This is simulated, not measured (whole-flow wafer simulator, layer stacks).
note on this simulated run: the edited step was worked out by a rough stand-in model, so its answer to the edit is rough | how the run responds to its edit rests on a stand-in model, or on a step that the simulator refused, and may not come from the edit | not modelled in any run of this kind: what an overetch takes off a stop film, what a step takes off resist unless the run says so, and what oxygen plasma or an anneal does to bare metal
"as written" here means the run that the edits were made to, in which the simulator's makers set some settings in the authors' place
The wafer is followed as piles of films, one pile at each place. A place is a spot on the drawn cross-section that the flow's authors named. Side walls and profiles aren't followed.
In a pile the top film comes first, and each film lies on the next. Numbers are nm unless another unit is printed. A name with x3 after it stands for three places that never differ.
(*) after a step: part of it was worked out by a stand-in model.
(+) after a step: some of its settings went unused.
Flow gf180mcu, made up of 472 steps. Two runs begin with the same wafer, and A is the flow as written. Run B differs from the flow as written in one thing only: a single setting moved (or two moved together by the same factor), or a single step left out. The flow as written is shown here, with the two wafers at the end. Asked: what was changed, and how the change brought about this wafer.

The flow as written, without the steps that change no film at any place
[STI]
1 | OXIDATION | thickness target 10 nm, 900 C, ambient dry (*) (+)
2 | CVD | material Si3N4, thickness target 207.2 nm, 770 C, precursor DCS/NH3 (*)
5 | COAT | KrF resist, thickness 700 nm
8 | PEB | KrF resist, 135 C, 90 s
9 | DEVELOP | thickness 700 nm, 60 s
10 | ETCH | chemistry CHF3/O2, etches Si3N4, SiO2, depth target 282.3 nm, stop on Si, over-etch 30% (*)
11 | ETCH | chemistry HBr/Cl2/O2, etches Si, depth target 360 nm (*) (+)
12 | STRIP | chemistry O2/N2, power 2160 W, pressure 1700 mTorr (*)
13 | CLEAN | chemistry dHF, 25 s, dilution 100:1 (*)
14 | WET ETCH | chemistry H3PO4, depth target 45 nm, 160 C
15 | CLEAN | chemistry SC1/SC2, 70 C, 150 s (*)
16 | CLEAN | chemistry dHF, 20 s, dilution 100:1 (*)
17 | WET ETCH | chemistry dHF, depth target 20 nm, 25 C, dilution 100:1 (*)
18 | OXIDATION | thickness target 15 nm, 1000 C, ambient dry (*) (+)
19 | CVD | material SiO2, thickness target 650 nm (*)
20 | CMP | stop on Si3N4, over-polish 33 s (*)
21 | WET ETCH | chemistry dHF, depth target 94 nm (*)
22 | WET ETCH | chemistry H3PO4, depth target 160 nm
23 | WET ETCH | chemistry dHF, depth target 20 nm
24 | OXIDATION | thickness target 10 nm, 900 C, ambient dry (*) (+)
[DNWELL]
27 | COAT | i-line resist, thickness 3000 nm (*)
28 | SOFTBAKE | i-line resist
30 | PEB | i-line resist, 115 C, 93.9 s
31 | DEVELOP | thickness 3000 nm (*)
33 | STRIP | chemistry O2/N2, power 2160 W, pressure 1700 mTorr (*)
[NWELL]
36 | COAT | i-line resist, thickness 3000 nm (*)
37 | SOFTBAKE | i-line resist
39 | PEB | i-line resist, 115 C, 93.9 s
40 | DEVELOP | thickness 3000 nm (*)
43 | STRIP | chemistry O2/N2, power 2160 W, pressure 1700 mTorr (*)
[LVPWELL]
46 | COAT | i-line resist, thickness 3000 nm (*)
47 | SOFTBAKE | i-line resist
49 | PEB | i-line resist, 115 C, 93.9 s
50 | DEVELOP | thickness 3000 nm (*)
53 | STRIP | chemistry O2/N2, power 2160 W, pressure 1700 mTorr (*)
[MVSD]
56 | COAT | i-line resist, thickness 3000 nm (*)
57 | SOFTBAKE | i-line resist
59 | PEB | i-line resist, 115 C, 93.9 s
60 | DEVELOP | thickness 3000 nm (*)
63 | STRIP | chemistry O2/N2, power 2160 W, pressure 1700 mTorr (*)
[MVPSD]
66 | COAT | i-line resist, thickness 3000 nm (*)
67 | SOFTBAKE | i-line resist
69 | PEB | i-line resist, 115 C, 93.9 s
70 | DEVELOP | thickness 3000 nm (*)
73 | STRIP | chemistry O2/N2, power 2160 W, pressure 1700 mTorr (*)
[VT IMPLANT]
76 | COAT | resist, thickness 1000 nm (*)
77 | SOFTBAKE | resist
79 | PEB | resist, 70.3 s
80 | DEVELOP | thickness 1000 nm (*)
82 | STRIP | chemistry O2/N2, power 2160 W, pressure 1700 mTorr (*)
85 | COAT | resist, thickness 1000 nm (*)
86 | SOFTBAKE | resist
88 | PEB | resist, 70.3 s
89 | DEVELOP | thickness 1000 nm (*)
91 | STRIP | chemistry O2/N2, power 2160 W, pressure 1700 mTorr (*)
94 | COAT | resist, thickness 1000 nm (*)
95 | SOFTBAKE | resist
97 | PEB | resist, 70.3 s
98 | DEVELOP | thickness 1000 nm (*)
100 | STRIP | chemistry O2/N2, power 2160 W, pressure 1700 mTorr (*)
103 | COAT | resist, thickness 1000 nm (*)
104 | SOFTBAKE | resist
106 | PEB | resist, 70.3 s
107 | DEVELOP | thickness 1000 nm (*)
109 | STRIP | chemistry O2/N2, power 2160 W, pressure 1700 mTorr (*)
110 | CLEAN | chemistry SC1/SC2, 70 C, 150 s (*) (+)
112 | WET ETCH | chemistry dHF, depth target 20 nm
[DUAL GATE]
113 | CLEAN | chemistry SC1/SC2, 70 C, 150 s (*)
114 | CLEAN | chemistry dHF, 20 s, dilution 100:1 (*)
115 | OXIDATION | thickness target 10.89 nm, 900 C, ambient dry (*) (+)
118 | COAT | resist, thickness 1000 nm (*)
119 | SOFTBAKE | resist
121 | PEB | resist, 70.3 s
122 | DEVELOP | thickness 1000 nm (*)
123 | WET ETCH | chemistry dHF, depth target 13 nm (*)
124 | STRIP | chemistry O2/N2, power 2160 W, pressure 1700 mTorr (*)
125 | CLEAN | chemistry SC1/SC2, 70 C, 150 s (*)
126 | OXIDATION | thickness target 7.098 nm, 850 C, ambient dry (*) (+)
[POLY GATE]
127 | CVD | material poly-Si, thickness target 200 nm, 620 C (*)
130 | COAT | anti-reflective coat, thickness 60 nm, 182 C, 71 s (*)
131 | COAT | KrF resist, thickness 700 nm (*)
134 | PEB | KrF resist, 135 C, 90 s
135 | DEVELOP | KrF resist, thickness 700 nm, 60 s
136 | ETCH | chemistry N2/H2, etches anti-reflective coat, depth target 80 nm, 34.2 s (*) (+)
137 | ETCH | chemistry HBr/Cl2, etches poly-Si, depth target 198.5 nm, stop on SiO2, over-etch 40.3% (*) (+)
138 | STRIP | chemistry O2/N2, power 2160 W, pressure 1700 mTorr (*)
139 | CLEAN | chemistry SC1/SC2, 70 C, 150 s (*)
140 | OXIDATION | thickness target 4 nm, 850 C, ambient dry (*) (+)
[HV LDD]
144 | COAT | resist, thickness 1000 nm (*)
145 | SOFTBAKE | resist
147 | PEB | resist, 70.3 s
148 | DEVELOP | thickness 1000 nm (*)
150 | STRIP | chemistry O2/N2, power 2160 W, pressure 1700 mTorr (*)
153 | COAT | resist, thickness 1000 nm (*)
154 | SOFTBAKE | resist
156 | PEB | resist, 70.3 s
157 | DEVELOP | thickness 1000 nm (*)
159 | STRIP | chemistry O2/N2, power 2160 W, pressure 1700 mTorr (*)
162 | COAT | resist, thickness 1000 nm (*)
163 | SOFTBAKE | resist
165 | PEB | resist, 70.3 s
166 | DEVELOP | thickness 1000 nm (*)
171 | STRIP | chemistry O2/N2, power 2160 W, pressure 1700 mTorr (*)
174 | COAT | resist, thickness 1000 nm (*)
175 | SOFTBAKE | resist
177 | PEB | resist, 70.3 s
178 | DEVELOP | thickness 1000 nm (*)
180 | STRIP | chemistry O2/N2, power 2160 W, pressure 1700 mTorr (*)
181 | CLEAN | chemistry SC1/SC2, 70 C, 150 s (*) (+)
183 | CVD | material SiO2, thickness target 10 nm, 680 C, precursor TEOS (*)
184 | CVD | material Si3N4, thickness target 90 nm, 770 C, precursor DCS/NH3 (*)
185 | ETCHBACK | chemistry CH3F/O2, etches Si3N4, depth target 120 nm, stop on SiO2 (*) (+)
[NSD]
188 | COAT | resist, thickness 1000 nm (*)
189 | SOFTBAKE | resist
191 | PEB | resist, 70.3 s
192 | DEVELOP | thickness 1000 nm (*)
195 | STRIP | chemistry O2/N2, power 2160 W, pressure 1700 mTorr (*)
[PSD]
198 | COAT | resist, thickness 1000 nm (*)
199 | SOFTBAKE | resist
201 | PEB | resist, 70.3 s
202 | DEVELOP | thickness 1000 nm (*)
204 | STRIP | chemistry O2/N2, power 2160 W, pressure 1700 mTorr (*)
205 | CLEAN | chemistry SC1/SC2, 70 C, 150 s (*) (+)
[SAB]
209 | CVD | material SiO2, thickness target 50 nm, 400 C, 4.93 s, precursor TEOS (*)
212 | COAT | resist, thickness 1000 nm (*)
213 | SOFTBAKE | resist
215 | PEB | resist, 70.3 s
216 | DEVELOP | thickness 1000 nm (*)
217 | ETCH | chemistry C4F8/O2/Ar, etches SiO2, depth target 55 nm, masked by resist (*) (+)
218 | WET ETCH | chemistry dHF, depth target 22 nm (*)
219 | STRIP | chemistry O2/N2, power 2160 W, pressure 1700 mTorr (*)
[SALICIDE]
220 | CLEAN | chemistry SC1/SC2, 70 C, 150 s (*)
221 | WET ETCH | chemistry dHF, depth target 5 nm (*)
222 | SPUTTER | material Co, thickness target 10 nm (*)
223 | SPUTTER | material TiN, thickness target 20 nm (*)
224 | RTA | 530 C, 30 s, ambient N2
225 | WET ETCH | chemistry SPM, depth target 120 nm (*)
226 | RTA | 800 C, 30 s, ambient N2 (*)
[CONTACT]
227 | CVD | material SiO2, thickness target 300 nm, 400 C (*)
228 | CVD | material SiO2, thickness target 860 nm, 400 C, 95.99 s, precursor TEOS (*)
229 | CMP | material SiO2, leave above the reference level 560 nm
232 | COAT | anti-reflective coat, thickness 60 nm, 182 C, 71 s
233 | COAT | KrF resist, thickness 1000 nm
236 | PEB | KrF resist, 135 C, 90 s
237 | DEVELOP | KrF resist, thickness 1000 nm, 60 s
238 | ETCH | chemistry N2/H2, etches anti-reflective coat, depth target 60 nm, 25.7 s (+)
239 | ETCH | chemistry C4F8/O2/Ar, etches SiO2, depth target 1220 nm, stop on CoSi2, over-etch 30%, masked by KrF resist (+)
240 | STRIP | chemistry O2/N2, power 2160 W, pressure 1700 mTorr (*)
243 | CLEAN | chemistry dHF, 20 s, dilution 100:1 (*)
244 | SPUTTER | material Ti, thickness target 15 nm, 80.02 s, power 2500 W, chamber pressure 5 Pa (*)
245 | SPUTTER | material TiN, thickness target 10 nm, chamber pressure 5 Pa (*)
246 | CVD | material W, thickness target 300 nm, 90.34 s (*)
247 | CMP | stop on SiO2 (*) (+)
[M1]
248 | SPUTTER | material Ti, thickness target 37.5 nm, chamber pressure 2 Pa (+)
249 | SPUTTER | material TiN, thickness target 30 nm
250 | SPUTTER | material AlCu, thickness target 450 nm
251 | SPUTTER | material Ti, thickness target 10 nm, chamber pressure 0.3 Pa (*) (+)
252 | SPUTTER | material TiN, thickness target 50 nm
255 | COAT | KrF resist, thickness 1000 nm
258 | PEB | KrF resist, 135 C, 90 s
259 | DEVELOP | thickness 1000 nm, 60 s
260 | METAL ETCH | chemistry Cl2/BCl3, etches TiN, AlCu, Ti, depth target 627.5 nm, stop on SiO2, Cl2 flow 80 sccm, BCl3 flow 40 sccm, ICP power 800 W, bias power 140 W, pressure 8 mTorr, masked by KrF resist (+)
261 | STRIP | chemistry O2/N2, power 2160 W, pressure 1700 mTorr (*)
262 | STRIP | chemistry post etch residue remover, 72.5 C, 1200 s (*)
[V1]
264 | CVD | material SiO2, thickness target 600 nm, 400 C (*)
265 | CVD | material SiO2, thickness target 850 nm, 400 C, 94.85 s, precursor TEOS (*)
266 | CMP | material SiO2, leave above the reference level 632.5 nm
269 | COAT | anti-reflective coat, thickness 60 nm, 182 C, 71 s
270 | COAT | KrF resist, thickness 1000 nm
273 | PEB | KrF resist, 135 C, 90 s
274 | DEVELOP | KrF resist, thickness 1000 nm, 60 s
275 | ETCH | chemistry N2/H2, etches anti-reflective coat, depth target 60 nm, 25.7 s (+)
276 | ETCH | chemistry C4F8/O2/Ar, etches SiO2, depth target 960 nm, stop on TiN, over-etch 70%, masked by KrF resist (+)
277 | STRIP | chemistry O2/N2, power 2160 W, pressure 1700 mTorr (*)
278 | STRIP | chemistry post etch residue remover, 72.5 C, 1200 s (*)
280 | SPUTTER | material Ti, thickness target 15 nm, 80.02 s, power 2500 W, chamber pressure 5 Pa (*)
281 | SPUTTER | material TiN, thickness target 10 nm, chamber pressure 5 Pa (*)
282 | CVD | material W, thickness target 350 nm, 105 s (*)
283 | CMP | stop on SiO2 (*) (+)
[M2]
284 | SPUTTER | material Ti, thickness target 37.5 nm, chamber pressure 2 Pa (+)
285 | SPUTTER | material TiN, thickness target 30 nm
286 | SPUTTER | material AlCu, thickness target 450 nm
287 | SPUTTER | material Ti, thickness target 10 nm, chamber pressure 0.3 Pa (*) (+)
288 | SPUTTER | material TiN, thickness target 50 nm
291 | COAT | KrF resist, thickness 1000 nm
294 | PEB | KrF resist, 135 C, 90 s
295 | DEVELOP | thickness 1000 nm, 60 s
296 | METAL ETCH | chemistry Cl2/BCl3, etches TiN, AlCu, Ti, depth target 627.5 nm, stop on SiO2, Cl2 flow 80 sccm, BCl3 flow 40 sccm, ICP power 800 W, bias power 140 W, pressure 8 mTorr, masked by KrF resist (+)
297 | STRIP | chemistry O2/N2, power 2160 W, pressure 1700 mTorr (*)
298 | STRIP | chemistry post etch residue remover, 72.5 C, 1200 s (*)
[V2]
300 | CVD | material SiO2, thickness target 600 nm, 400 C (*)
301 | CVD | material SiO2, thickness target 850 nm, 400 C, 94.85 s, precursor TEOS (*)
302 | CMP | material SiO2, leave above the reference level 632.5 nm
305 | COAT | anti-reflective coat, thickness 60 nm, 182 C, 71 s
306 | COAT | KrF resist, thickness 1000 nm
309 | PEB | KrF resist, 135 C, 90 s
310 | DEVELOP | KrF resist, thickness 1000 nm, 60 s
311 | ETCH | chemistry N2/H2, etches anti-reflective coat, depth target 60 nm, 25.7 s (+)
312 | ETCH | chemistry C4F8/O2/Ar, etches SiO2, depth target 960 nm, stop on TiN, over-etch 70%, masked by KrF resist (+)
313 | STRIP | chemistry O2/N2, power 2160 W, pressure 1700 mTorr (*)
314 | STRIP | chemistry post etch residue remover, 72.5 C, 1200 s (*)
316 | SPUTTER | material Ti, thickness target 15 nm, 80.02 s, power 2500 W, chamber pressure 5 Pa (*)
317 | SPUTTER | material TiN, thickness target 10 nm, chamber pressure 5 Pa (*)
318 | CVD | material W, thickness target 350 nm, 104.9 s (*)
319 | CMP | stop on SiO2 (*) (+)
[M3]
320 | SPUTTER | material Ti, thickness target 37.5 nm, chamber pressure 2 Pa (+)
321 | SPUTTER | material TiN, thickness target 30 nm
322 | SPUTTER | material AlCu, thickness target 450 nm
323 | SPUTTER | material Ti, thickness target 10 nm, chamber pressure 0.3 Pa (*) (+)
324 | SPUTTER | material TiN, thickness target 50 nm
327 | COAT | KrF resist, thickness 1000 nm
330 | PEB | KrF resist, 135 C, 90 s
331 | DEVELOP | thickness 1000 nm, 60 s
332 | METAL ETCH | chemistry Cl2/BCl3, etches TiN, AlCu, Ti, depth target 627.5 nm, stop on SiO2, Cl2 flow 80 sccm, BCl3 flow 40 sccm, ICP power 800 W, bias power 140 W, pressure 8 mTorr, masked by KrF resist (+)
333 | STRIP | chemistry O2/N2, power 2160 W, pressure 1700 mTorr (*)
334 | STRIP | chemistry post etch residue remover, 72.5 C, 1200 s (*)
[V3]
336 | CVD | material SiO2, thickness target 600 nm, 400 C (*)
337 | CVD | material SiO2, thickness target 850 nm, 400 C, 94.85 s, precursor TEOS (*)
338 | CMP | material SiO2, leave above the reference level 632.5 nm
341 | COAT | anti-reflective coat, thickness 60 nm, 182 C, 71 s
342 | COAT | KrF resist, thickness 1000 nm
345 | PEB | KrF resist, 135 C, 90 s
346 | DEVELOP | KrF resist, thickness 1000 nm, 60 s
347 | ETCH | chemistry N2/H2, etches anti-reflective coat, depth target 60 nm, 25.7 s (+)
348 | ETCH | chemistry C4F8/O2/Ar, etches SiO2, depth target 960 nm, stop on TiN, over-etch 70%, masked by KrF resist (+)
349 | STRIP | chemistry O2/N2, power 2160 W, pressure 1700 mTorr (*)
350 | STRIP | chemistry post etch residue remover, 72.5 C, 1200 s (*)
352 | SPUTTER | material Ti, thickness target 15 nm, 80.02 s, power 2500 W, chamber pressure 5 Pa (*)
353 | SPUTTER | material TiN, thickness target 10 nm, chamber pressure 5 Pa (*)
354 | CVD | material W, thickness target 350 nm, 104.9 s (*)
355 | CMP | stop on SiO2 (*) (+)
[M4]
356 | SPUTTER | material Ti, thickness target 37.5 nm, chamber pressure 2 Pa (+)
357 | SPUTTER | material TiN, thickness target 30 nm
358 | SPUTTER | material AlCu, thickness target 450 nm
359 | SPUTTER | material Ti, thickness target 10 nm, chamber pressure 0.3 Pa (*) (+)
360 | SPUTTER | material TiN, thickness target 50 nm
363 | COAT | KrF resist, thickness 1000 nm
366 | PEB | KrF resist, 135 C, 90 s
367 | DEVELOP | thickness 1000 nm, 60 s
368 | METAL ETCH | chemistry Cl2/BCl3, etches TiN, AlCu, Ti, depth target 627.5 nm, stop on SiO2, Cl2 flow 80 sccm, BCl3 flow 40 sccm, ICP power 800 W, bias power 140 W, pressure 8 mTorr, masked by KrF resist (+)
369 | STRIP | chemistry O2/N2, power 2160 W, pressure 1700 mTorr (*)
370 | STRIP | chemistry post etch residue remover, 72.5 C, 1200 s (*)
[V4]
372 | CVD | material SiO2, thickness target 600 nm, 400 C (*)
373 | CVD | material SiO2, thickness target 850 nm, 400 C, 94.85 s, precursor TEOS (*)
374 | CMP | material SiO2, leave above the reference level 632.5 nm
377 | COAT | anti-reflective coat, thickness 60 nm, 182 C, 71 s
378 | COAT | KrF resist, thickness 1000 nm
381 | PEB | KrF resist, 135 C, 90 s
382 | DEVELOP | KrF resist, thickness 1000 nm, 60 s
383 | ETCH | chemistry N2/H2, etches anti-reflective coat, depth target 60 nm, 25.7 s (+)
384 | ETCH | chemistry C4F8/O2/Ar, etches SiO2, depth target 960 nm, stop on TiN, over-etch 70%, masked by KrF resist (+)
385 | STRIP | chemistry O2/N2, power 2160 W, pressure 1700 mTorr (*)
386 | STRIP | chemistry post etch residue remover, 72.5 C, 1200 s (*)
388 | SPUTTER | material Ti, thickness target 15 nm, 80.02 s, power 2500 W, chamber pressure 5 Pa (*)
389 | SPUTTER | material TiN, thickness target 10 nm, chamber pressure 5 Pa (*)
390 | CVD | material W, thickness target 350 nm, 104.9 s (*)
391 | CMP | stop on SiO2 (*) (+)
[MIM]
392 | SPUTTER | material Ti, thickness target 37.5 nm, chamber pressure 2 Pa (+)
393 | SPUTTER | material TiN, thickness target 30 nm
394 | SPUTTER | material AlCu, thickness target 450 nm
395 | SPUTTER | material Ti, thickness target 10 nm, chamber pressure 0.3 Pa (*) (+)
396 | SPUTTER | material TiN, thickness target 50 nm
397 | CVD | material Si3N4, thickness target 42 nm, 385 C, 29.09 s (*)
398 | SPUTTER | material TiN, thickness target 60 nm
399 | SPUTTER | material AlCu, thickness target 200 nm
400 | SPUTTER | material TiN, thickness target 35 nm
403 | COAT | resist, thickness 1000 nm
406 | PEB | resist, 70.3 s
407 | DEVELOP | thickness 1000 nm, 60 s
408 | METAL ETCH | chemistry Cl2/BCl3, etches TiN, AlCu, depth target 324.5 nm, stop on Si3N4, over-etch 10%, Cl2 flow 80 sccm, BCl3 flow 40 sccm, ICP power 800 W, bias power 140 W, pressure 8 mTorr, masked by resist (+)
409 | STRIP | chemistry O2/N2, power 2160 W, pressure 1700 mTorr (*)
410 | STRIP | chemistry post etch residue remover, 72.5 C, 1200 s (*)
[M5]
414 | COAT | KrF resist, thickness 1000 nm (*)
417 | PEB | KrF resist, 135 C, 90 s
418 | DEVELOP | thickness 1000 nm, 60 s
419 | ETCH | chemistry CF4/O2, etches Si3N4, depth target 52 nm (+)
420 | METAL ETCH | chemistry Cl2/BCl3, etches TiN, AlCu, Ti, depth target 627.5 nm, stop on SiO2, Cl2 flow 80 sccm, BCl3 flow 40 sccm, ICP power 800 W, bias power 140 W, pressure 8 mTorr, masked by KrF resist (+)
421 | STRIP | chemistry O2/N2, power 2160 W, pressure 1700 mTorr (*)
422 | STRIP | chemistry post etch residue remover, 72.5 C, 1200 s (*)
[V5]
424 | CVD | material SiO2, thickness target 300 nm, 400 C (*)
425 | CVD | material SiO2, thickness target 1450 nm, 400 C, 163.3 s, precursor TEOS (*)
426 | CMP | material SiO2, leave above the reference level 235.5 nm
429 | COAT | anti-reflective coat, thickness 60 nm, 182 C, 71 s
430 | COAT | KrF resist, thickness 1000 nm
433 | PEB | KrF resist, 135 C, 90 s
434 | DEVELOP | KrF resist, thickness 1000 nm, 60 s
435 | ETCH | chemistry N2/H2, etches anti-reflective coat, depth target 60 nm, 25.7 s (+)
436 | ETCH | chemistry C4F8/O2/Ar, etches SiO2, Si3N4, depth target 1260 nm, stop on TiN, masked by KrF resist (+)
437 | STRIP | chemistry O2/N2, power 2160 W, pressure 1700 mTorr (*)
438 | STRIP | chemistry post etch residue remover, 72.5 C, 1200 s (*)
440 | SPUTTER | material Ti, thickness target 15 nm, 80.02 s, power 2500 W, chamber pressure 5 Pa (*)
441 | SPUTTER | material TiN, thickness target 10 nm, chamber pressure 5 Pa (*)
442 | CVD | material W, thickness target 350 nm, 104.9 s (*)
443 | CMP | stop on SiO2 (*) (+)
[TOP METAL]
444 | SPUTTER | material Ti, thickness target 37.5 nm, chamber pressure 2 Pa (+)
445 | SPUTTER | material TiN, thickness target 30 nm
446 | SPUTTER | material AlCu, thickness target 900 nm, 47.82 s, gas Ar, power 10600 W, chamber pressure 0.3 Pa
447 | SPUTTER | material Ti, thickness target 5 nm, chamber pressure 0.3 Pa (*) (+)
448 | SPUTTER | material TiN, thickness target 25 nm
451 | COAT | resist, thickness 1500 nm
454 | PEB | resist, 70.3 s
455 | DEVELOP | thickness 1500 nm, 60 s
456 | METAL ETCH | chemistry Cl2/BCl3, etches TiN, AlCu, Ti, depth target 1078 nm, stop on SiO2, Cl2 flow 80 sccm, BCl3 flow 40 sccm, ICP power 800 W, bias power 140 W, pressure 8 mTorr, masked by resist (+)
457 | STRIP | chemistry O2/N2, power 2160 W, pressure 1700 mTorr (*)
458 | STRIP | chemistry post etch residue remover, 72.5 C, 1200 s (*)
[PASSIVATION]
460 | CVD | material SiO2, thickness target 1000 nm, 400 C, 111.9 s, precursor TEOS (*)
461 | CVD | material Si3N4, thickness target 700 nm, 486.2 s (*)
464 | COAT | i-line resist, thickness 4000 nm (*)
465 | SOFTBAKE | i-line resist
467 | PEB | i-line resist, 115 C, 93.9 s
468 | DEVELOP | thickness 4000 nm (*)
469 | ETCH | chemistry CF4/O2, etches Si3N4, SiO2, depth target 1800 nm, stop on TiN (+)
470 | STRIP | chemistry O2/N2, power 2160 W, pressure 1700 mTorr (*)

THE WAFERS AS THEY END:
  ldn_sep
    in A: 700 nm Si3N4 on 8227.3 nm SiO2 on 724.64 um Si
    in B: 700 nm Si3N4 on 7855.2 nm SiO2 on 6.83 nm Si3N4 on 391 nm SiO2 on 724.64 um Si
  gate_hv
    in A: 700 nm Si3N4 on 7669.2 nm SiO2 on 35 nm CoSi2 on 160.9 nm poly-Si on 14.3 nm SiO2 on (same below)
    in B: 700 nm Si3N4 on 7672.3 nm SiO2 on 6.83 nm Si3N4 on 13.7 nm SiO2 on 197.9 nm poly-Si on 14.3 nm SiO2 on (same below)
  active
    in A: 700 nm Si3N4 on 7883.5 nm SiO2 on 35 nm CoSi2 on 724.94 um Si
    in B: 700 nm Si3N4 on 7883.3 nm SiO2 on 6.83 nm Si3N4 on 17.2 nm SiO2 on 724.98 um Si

The reason: step 184, CVD: thickness target 131 nm was run, while the flow as written has thickness target 90 nm.

How this came from the change, step by step:
  184 | CVD | material Si3N4, thickness target 90 nm, 770 C, precursor DCS/NH3 (*)
      field, field__w1, field__w2 and 101 more: A +90 Si3N4 (new film) | B +131 Si3N4 (new film)
  185 | ETCHBACK | chemistry CH3F/O2, etches Si3N4, depth target 120 nm, stop on SiO2 (*) (+)
      field, field__w1, field__w2 and 100 more: A -90 Si3N4 (all of it), -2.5 SiO2 | B -120 Si3N4
  188 | COAT | resist, thickness 1000 nm (*)
      spacer: A +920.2 resist (new film) | B +893.1 resist (new film)
  189 | SOFTBAKE | resist
      field__w9: A +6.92 resist | B -3.06 resist
      field__w11: A +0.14 resist | B -0.37 resist
      (and at 22 other places as well)
  192 | DEVELOP | thickness 1000 nm (*)
      spacer: A -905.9 resist (all of it) | B -879.3 resist (all of it)
  198 | COAT | resist, thickness 1000 nm (*)
      spacer: A +920.2 resist (new film) | B +893.1 resist (new film)
  199 | SOFTBAKE | resist
      field__w9: A +6.92 resist | B -3.06 resist
      field__w11: A +0.14 resist | B -0.37 resist
      (and at 22 other places as well)
  204 | STRIP | chemistry O2/N2, power 2160 W, pressure 1700 mTorr (*)
      spacer: A -905.9 resist (all of it) | B -879.3 resist (all of it)
  205 | CLEAN | chemistry SC1/SC2, 70 C, 150 s (*) (+)
      field, field__w1, field__w2 and 105 more: A -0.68 SiO2 | B -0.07 Si3N4
  209 | CVD | material SiO2, thickness target 50 nm, 400 C, 4.93 s, precursor TEOS (*)
      field, field__w7, field__w8 and 73 more: A +50 SiO2 | B +50 SiO2 (new film)
      field_sub__w1, field_sub__w3, field_sub__w4, field_sub__w5, ld_drift_n: A +48.9 SiO2 | B +48.8 SiO2 (new film)
      (and at 27 other places as well)
  212 | COAT | resist, thickness 1000 nm (*)
      spacer: A +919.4 resist (new film) | B +892.5 resist (new film)
  213 | SOFTBAKE | resist
      npoly_sal: A -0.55 resist | B +0.38 resist
      field__w5: A +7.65 resist | B +8.54 resist
      (and at 12 other places as well)
  216 | DEVELOP | thickness 1000 nm (*)
      spacer: A -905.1 resist (all of it) | B -878.8 resist (all of it)
  217 | ETCH | chemistry C4F8/O2/Ar, etches SiO2, depth target 55 nm, masked by resist (*) (+)
      field, field__w7, field__w8 and 70 more: A -55 SiO2 | B -50 SiO2 (all of it), -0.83 Si3N4
      field_sub__w1, field_sub__w3, field_sub__w4, field_sub__w5, ld_drift_n: A -55 SiO2 | B -48.8 SiO2 (all of it), -1.04 Si3N4
      (and at 21 other places as well)
  218 | WET ETCH | chemistry dHF, depth target 22 nm (*)
      gate, gate_hv, gate_p and 23 more: A -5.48 SiO2 (all of it) | B -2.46 Si3N4
      field, field__w10, sti and 14 more: A -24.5 SiO2 | B -2.46 Si3N4
      (and at 56 other places as well)
  219 | STRIP | chemistry O2/N2, power 2160 W, pressure 1700 mTorr (*)
      gate, gate_hv, gate_p and 23 more: A +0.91 chemical SiO2 (new film), -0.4 poly-Si | B nothing
      active, p_well, sd_n and 20 more: A +0.91 chemical SiO2 (new film), -0.4 Si | B nothing
  ... 14 further steps ...
  471 | ANNEAL | 400 C, 1800 s, ambient N2/H2
      polyc_n, polyc_p: A nothing | B under 9 films: +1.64 void (new film), -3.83 Ti, +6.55 TiSi first (new film), -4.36 poly-Si
      contact: A nothing | B under 49 films: +1.62 void (new film), -3.83 Ti, +6.55 TiSi first (new film), -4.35 Si
Taking metal films that touch as one body, gate_hv has 0 bodies; the flow as written gives 1 body.
Taking metal films that touch as one body, active has 0 bodies; the flow as written gives 1 body.
